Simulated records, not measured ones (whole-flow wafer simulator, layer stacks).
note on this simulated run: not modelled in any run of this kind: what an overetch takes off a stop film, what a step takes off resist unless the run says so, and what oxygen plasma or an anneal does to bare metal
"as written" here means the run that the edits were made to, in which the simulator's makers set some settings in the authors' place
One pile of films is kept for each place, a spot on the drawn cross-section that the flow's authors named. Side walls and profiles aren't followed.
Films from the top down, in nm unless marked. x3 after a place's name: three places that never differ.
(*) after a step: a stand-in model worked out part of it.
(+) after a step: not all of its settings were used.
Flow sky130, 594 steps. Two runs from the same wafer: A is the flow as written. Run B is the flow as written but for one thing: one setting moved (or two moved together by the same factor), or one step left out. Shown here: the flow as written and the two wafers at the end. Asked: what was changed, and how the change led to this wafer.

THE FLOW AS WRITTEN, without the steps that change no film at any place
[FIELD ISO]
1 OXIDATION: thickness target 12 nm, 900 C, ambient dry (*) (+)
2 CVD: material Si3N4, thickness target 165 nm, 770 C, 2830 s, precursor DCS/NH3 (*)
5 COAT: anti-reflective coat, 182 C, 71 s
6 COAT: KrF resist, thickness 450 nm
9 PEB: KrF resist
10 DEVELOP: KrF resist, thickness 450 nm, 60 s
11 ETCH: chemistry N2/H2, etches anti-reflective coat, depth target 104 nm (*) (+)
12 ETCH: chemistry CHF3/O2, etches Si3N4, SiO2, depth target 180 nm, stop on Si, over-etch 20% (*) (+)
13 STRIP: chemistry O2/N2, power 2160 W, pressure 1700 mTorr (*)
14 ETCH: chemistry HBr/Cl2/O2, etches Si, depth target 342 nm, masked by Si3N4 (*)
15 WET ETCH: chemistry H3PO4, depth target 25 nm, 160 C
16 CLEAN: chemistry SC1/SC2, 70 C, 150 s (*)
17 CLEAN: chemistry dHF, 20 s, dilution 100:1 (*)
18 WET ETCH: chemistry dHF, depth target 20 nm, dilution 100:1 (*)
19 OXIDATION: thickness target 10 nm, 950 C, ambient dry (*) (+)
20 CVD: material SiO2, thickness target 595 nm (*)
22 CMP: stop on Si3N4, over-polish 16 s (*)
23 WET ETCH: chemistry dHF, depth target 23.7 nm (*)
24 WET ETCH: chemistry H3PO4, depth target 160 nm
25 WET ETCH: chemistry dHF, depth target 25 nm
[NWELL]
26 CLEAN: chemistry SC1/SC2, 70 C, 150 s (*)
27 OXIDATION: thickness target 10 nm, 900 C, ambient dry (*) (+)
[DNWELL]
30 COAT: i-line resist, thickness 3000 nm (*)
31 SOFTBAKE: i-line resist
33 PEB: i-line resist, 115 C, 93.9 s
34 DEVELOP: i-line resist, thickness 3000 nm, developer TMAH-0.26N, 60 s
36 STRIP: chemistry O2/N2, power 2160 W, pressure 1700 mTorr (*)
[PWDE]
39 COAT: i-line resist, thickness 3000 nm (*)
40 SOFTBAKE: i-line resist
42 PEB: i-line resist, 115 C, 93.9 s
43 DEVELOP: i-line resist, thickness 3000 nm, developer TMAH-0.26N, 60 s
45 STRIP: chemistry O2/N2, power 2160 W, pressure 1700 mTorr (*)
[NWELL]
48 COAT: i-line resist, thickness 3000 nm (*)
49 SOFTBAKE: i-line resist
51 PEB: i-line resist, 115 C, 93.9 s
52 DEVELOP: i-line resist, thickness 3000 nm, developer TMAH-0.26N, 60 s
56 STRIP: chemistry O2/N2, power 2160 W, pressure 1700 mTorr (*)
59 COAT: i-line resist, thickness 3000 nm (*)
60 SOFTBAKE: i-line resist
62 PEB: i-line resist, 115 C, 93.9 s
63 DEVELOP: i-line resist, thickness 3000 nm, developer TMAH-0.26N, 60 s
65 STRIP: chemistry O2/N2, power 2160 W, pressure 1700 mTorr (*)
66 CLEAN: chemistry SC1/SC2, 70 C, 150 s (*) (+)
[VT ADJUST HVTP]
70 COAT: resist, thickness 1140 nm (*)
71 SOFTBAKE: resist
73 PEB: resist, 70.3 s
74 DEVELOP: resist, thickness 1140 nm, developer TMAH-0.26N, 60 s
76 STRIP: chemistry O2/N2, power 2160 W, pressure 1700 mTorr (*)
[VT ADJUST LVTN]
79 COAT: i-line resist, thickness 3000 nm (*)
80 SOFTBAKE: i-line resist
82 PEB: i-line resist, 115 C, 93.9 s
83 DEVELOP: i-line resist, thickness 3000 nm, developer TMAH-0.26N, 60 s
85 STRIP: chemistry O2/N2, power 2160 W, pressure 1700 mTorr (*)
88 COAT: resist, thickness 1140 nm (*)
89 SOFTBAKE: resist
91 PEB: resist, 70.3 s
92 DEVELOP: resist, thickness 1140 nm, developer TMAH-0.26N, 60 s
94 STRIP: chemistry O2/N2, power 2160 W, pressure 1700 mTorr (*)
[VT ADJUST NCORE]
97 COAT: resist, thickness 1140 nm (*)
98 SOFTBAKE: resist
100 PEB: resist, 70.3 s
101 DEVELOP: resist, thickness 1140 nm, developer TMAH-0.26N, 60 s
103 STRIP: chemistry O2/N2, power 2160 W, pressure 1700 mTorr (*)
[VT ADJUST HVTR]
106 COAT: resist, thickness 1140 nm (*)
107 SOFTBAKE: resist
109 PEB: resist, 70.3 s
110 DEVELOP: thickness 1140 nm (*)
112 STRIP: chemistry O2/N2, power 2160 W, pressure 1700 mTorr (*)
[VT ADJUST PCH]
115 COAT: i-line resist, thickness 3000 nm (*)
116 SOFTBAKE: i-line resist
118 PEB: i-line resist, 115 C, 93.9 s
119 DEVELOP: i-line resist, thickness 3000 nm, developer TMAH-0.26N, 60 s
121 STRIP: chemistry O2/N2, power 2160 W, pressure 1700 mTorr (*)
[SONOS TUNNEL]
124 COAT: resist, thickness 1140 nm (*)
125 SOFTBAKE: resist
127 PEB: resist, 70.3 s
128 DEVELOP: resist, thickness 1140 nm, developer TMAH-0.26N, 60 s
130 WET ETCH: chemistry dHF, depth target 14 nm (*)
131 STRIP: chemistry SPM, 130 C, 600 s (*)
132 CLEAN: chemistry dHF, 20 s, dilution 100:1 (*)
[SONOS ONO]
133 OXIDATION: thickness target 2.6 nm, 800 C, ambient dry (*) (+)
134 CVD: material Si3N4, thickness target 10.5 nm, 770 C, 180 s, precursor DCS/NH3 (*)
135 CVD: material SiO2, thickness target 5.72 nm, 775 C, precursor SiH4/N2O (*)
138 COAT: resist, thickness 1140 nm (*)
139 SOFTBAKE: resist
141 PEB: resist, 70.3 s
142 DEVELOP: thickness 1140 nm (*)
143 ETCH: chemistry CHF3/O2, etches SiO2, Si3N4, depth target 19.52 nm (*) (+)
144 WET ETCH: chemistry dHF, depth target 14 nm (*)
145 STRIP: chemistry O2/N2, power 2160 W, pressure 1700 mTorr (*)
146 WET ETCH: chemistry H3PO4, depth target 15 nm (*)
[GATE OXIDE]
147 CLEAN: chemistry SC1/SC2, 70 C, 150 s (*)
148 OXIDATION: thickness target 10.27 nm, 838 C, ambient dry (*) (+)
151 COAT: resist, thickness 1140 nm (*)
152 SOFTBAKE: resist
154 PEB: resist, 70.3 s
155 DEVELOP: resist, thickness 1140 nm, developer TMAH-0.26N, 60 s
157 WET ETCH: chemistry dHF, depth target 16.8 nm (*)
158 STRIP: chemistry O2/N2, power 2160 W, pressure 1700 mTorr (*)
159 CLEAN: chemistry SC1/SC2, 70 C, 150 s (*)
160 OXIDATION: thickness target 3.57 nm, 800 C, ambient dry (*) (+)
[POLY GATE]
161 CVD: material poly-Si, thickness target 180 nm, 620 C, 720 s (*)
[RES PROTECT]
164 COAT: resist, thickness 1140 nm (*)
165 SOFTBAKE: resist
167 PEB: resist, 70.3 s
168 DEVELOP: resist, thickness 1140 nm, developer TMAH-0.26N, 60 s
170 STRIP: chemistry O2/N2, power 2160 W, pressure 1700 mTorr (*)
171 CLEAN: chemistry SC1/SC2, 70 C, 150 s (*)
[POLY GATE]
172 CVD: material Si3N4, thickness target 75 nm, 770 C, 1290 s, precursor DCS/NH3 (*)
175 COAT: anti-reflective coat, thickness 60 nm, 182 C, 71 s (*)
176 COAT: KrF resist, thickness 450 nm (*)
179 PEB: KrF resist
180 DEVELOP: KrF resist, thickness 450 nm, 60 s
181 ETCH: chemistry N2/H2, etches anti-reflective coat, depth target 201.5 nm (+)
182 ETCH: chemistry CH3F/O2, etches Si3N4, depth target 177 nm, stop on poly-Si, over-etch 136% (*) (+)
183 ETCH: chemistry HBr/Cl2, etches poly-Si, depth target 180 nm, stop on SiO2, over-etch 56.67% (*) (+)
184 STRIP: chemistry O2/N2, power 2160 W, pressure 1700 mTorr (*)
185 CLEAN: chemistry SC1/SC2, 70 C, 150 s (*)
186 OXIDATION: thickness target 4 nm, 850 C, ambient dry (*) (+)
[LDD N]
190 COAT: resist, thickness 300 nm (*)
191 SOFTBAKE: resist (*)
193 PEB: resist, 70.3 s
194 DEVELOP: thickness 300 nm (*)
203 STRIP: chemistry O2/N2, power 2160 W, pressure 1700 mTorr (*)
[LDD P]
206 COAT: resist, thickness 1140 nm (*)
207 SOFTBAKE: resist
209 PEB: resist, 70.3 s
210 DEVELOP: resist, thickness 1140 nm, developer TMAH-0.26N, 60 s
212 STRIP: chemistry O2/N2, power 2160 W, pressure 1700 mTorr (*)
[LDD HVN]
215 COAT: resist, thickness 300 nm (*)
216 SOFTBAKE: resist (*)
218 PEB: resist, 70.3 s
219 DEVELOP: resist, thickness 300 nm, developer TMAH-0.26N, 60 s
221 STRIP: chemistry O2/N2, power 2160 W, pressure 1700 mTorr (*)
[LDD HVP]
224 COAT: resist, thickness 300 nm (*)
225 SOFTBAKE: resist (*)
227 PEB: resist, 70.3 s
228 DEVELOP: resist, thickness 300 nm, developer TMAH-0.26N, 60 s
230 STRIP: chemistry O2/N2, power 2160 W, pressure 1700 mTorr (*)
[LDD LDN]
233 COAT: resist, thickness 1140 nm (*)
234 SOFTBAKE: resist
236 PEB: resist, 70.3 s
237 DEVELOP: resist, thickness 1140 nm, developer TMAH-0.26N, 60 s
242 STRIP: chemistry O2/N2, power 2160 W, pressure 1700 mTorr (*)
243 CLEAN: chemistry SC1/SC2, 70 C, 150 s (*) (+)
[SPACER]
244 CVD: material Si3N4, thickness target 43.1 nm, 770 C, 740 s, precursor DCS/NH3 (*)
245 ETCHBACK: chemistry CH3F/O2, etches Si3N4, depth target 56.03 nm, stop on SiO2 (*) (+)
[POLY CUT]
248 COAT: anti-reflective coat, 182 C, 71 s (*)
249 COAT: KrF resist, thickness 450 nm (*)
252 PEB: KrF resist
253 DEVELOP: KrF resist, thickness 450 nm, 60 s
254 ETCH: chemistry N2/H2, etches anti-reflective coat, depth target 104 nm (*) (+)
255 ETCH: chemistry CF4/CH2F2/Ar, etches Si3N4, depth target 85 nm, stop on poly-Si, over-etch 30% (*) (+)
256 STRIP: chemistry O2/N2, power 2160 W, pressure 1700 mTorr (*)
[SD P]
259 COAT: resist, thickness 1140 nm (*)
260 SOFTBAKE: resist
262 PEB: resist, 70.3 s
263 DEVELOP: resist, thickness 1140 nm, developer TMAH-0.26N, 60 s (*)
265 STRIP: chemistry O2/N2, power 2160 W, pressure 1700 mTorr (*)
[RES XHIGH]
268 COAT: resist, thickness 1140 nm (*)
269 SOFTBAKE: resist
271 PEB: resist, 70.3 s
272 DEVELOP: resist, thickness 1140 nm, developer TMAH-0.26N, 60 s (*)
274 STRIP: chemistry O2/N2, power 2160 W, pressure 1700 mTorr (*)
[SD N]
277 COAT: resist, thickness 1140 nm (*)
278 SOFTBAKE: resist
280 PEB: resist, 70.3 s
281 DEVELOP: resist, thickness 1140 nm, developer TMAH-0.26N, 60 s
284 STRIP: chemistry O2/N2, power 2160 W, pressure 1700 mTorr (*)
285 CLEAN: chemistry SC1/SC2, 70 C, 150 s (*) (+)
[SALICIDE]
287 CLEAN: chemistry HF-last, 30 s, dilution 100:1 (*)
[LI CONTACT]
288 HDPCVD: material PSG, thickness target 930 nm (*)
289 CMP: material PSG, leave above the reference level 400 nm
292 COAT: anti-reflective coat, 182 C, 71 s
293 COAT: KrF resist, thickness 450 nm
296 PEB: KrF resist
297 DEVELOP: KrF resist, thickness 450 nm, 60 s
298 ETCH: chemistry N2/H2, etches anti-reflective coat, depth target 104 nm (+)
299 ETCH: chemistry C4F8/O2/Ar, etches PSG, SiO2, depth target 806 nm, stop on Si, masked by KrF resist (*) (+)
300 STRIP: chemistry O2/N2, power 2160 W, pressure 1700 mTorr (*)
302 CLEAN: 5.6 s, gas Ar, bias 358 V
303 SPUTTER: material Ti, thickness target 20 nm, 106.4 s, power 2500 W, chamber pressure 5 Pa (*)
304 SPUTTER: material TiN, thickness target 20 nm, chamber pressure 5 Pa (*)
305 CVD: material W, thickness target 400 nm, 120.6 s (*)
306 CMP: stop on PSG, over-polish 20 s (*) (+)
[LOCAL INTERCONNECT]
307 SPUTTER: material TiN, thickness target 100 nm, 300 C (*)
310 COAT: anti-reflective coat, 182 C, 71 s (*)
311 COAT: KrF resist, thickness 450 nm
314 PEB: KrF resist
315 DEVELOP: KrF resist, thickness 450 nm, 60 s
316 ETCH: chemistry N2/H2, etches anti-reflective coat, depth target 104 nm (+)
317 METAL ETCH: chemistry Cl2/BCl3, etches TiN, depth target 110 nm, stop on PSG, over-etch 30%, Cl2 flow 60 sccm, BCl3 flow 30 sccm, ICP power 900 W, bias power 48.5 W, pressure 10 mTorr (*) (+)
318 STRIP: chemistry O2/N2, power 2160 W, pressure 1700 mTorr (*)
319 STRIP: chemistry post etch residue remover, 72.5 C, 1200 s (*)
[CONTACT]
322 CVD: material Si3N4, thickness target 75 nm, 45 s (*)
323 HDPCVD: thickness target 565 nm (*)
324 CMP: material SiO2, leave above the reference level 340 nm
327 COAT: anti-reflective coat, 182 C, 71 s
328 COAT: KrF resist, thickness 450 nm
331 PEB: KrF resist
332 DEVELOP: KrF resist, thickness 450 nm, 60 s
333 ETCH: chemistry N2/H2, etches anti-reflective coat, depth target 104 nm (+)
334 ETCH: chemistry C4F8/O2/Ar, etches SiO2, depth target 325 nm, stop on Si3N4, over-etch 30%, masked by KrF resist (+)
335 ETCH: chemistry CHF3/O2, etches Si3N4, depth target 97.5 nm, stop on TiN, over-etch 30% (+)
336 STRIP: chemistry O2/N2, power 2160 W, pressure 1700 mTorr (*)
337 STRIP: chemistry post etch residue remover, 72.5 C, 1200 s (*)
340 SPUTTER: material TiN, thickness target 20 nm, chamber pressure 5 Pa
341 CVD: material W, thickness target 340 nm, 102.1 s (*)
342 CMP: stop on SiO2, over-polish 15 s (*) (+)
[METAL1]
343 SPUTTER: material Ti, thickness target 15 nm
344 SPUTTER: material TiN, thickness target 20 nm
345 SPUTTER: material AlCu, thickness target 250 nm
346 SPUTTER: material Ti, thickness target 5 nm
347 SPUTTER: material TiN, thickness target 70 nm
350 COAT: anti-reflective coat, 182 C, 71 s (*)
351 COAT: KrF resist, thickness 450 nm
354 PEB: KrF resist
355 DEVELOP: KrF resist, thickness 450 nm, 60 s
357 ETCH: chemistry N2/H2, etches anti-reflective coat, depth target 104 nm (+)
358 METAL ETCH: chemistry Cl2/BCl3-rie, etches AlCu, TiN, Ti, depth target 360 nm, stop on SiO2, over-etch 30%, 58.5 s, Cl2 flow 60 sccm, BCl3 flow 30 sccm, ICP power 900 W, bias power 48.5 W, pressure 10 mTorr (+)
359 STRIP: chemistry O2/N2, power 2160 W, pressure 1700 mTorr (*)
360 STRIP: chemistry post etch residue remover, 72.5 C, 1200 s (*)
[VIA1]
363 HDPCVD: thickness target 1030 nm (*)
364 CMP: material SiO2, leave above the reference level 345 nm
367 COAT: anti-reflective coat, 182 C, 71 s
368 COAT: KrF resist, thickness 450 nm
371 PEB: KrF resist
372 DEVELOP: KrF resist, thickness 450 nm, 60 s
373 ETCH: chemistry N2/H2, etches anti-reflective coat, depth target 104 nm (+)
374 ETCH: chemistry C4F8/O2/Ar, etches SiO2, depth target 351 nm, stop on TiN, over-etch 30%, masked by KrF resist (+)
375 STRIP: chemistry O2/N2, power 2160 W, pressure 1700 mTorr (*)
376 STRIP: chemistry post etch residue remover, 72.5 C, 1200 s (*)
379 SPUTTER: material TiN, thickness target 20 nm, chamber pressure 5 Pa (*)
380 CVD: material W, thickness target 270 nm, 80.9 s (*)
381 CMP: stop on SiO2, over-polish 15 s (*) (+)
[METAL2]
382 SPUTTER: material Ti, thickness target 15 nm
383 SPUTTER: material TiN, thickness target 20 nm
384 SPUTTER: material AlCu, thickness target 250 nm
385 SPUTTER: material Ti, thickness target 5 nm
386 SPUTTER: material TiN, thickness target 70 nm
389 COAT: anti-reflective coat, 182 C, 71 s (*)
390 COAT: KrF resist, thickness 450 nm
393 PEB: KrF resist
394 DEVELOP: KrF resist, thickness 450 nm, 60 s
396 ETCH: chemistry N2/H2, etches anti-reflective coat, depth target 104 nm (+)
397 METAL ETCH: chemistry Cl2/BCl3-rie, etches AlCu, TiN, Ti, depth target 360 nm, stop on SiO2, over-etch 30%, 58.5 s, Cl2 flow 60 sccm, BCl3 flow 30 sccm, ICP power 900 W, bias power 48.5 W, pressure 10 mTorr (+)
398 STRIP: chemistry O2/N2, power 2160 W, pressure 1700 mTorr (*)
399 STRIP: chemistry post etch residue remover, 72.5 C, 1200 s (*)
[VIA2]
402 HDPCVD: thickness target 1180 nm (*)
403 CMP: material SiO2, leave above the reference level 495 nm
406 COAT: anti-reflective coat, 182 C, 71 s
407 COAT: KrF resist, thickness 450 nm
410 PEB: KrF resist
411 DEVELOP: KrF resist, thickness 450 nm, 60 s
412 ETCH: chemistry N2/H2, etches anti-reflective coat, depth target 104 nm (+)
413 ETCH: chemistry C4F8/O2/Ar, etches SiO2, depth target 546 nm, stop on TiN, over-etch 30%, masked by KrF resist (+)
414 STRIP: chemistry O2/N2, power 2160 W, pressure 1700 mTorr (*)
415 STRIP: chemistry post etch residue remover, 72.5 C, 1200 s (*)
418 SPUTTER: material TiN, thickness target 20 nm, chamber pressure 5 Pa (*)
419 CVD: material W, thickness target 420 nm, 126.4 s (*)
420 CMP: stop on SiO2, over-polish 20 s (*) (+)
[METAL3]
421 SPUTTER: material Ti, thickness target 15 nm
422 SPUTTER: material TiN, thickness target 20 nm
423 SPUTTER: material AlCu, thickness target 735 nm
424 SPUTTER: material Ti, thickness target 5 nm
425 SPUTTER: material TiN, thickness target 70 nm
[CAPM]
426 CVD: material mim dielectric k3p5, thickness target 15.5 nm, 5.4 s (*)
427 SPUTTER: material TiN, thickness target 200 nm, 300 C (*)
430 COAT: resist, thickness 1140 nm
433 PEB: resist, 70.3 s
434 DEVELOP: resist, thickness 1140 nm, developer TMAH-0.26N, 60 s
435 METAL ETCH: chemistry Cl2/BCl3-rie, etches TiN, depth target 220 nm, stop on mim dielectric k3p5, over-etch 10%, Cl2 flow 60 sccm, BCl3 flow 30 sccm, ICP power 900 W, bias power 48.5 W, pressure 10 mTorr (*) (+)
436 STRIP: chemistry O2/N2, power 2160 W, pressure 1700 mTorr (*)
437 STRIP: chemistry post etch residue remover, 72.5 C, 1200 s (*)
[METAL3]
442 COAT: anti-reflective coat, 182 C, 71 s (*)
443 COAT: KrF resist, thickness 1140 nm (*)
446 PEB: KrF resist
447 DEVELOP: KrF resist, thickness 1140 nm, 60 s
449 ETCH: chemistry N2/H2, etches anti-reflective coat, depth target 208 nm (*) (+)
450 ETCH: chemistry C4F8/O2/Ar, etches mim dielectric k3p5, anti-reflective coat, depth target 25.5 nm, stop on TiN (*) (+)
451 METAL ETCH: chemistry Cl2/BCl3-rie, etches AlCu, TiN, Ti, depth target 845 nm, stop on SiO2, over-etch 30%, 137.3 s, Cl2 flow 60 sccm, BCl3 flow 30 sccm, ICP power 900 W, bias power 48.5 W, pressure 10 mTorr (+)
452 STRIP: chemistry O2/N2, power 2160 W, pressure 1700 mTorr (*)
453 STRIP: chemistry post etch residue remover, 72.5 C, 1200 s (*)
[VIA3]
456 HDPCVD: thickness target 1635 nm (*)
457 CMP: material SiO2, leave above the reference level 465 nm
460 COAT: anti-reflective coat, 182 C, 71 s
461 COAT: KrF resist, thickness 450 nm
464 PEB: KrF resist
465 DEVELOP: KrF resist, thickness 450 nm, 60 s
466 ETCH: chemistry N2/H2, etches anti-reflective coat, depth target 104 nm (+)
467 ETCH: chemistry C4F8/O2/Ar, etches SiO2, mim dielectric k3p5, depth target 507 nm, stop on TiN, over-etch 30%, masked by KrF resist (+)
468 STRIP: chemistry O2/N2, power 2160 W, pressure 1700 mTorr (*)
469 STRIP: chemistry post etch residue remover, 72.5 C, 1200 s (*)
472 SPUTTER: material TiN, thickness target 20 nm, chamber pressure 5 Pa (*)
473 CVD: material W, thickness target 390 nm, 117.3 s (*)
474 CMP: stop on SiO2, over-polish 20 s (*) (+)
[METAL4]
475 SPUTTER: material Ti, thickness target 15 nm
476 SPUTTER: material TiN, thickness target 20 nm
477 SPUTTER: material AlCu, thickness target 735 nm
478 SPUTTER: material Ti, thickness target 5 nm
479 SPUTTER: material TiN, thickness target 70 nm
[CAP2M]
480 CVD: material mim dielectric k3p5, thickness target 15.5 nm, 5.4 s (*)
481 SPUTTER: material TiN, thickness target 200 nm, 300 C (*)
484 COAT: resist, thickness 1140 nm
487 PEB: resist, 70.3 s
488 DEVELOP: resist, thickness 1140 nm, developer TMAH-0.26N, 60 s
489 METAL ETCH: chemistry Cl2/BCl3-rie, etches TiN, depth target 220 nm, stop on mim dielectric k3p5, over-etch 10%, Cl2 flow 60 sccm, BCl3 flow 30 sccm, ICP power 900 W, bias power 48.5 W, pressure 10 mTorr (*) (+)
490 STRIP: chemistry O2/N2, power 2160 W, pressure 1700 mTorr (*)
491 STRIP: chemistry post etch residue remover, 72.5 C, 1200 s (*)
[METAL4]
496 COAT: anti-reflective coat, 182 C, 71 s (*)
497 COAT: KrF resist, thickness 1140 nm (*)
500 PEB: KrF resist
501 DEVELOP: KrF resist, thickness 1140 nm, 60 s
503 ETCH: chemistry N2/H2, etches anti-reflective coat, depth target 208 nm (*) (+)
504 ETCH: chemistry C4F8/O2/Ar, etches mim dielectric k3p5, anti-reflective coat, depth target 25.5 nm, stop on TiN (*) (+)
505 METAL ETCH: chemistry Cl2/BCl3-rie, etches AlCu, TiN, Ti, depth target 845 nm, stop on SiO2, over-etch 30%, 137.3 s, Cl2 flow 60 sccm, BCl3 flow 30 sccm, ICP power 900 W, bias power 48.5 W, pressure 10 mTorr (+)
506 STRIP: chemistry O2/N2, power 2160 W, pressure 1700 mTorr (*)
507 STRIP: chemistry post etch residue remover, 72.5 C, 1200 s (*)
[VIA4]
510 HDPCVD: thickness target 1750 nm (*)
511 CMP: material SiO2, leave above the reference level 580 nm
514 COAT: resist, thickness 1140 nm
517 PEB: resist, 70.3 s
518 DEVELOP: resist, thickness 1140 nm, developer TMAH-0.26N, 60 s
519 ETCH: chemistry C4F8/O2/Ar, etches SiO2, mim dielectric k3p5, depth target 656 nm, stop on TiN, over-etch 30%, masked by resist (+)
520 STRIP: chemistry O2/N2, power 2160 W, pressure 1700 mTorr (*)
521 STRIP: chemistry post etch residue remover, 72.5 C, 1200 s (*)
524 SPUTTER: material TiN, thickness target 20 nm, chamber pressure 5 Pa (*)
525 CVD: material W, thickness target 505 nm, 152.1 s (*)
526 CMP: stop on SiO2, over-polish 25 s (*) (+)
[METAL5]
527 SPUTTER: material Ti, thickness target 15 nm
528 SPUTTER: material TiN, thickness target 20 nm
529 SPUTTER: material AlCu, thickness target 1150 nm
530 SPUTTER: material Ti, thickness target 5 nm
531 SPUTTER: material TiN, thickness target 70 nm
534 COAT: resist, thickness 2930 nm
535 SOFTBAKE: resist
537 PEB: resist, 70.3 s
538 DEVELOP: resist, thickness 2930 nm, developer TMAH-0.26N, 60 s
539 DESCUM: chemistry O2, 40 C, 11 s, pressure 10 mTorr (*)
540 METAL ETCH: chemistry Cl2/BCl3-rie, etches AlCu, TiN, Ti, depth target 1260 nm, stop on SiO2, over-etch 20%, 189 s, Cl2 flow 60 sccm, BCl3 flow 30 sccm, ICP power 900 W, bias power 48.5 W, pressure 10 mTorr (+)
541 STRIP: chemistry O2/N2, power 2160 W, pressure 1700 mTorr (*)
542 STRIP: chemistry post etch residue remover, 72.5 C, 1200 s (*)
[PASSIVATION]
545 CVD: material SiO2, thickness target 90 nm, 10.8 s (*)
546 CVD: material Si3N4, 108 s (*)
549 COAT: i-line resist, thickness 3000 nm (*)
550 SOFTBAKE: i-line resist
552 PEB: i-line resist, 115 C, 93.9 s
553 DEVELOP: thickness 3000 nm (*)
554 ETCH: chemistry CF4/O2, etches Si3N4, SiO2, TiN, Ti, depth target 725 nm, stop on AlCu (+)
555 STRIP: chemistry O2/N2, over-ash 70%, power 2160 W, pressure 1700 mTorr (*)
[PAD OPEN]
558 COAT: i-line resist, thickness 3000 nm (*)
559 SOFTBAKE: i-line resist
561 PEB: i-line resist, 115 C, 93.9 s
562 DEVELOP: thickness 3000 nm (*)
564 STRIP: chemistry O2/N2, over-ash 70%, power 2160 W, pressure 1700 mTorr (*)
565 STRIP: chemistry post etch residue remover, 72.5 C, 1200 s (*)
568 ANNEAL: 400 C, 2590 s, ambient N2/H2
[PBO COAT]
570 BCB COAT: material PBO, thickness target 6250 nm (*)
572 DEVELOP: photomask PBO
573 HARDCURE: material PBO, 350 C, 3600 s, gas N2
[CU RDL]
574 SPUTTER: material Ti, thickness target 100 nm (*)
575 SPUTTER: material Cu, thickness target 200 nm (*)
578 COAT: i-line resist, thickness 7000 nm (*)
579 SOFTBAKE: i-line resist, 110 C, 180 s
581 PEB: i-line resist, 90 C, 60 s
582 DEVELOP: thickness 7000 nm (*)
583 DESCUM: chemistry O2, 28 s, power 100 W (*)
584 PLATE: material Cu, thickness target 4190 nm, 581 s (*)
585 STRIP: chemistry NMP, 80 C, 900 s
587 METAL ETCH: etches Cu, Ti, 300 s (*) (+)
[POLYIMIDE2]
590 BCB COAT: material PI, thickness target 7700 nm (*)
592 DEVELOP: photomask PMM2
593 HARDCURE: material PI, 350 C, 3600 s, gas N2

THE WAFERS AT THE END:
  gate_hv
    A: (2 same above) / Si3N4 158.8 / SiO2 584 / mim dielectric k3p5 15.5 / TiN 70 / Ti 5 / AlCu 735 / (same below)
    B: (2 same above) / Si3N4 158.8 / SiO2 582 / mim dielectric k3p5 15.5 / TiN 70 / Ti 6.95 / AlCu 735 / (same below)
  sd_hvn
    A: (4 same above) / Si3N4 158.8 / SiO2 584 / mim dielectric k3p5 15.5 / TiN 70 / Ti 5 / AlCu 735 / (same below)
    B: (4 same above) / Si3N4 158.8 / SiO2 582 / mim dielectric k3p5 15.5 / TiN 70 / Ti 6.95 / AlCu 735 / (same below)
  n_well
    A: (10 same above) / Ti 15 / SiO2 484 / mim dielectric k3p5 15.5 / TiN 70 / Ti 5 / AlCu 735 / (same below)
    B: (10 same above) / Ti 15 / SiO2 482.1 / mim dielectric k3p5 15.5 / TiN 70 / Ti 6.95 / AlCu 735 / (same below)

The cause: step 478, SPUTTER: thickness target 6.95 nm was run, where the flow has thickness target 5 nm.
It can be read off the wafer: gate_hv has Ti 6.95, and step 478 as written asks for 5 nm.

How the change led to this, step by step:
  478 SPUTTER: material Ti, thickness target 5 nm
      field, active, n_well and 189 more: A Ti +5 (new film) | B Ti +6.95 (new film)
  505 METAL ETCH: chemistry Cl2/BCl3-rie, etches AlCu, TiN, Ti, depth target 845 nm, stop on SiO2, over-etch 30%, 137.3 s, Cl2 flow 60 sccm, BCl3 flow 30 sccm, ICP power 900 W, bias power 48.5 W, pressure 10 mTorr (+)
      field, gate, spacer and 68 more: A TiN -70 (all of it), Ti -5 (all of it), AlCu -735 (all of it), TiN -20 (all of it), Ti -15 (all of it), SiO2 -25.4 | B TiN -70 (all of it), Ti -6.95 (all of it), AlCu -735 (all of it), TiN -20 (all of it), Ti -15 (all of it), SiO2 -25.2
      active, vpp_iso1, mim_edge_plate and 14 more: A TiN -70 (all of it), Ti -5 (all of it), AlCu -735 (all of it), TiN -20 (all of it), Ti -15 (all of it), SiO2 -25.3 | B TiN -70 (all of it), Ti -6.95 (all of it), AlCu -735 (all of it), TiN -20 (all of it), Ti -15 (all of it), SiO2 -25.2
